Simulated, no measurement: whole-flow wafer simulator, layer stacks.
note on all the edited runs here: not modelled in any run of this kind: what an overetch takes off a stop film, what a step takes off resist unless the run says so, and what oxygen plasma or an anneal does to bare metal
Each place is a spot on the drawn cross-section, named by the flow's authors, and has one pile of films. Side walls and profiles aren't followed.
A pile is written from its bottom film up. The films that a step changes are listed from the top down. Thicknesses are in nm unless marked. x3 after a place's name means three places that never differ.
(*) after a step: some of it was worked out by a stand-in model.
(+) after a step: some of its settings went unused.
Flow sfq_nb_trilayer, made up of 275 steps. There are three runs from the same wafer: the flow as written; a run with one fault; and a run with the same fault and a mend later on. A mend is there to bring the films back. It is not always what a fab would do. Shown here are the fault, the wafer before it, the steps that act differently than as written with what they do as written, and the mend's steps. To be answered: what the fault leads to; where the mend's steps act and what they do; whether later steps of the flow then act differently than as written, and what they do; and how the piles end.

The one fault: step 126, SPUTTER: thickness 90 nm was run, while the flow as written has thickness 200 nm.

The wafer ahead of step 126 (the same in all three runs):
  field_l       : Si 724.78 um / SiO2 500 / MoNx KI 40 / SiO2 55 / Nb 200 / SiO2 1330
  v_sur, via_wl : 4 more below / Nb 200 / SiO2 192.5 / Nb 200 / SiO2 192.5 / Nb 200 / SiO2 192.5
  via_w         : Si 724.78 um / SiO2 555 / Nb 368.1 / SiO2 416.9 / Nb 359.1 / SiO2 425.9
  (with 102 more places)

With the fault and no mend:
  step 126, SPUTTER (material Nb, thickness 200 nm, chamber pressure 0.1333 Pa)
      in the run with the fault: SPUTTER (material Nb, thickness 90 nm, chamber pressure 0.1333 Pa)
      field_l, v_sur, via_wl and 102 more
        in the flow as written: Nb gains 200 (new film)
        in the run with the fault: Nb gains 90 (new film)
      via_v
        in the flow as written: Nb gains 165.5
        in the run with the fault: Nb gains 74.2
  Steps further on in the flow that do not act as written (4 more steps, not shown, differ only slightly: by at most 2% or 0.5 nm, whichever is larger):
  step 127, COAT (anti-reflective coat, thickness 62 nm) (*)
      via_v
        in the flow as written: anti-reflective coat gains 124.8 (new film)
        in the run with the fault: anti-reflective coat gains 119.5 (new film)
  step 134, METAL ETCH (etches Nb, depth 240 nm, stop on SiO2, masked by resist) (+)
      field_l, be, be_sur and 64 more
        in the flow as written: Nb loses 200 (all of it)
        in the run with the fault: Nb loses 90 (all of it)
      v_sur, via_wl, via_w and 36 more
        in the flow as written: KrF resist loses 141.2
        in the run with the fault: KrF resist loses 79.4
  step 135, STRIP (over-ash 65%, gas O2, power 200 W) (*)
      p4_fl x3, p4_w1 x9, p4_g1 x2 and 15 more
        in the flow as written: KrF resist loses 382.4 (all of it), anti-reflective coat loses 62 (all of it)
        in the run with the fault: KrF resist loses 444.1 (all of it), anti-reflective coat loses 62 (all of it)
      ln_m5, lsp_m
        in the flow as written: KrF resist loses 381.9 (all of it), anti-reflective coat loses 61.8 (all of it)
        in the run with the fault: KrF resist loses 443.7 (all of it), anti-reflective coat loses 61.8 (all of it)
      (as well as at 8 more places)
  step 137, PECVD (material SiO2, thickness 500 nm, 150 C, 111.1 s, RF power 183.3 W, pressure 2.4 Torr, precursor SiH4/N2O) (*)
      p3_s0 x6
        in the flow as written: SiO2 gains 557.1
        in the run with the fault: SiO2 gains 500
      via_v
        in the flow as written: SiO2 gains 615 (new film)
        in the run with the fault: SiO2 gains 584.3 (new film)
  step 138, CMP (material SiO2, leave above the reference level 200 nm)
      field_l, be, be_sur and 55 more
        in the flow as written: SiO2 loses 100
        in the run with the fault: SiO2 loses 210
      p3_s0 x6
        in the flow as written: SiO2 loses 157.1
        in the run with the fault: SiO2 loses 210
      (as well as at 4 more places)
  By the end, the piles at field_l, v_sur, via_wl and 103 more depart from the flow's by more than 2% or 0.5 nm, whichever is larger.
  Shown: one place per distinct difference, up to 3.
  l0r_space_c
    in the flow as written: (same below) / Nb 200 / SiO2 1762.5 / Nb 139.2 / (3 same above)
    in the run with the fault: (same below) / Nb 200 / SiO2 1652.5 / Nb 139.2 / (3 same above)
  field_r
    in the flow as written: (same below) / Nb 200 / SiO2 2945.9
    in the run with the fault: (same below) / Nb 200 / SiO2 2835.9
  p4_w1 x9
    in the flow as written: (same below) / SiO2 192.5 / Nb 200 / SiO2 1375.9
    in the run with the fault: (same below) / SiO2 192.5 / Nb 90 / SiO2 1375.9

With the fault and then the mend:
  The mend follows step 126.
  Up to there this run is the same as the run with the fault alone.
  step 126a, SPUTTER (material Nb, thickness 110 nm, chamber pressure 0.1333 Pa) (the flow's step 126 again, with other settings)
      field_l, v_sur, via_wl and 102 more
        Nb gains 110
      via_v
        Nb gains 90.4
  Later steps of the flow that are run all act as written at every place that is followed, up to a difference of at most 2% or 0.5 nm, whichever is larger.
  The piles end only slightly different from the flow's at the places that both follow, by no more than 2% or 0.5 nm, whichever is larger.
